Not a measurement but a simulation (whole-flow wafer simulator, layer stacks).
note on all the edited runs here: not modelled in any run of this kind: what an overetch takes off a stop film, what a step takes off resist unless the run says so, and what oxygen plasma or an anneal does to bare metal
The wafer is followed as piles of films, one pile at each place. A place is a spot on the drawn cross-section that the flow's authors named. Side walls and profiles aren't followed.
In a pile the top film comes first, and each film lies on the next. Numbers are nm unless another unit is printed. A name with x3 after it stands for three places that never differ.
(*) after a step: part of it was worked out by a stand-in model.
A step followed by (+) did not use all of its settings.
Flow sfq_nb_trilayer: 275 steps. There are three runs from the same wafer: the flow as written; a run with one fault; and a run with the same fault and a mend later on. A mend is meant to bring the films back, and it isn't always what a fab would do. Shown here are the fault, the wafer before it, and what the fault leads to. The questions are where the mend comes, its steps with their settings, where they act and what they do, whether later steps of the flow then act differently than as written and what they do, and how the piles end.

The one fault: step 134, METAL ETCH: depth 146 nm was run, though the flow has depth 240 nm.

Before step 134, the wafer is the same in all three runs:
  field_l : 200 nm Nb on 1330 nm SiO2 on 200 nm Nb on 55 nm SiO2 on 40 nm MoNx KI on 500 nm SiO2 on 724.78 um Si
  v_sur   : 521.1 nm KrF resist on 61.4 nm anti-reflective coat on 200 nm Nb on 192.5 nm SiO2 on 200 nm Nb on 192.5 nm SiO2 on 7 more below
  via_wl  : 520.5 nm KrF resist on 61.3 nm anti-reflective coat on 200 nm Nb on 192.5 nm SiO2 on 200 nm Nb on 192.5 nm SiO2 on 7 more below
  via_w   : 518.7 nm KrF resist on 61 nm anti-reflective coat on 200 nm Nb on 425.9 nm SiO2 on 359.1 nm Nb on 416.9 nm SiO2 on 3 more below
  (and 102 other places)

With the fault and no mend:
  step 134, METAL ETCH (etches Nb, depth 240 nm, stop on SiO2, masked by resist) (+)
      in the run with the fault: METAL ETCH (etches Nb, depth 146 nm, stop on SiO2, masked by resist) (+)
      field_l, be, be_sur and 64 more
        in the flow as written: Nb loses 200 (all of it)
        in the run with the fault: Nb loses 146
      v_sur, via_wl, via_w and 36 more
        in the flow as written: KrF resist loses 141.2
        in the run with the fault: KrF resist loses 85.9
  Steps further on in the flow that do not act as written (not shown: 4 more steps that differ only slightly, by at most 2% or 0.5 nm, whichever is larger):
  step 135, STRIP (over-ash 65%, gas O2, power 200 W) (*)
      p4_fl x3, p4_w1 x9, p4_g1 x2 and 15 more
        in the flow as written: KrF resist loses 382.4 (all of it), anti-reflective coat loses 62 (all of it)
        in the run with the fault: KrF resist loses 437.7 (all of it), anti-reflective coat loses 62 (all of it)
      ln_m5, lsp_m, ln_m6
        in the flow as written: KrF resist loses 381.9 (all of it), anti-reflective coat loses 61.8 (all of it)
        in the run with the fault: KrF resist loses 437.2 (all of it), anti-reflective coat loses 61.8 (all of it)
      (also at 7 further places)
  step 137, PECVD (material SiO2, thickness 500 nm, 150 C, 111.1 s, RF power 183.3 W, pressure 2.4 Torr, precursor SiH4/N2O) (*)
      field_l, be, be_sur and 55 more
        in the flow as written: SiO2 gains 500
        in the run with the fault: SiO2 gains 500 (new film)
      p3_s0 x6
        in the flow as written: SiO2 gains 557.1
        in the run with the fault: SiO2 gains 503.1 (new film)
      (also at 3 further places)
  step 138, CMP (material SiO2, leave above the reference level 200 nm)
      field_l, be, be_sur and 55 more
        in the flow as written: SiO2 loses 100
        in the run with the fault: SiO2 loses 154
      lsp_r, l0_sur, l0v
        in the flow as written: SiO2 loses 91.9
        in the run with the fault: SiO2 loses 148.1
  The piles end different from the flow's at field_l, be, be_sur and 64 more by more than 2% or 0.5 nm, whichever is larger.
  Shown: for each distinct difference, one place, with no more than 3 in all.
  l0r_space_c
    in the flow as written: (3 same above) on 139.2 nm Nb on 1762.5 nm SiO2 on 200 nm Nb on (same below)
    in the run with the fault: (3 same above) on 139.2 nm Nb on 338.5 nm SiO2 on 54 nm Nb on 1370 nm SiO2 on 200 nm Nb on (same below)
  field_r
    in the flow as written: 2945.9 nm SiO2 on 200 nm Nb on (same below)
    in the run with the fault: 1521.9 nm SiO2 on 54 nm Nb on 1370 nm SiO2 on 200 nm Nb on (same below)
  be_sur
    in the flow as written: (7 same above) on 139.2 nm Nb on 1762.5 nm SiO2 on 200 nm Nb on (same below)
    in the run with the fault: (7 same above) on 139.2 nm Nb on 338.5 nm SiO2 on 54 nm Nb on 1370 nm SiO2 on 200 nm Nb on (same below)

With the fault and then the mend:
  The mend stands after step 134.
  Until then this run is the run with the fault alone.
  step 134a, METAL ETCH (etches Nb, depth 94 nm, stop on SiO2, masked by resist) (+) (a further turn of the flow's step 134, with different settings)
      field_l, be, be_sur and 64 more
        Nb loses 54 (all of it)
      v_sur, via_wl, via_w and 36 more
        KrF resist loses 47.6
  Steps further on in the flow that do not act as written:
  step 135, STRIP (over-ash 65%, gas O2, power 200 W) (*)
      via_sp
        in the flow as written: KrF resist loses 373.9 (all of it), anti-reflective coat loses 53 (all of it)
        in the run with the mend: KrF resist loses 381.6 (all of it), anti-reflective coat loses 53 (all of it)
  The piles end the same as the flow's at every place that both follow.
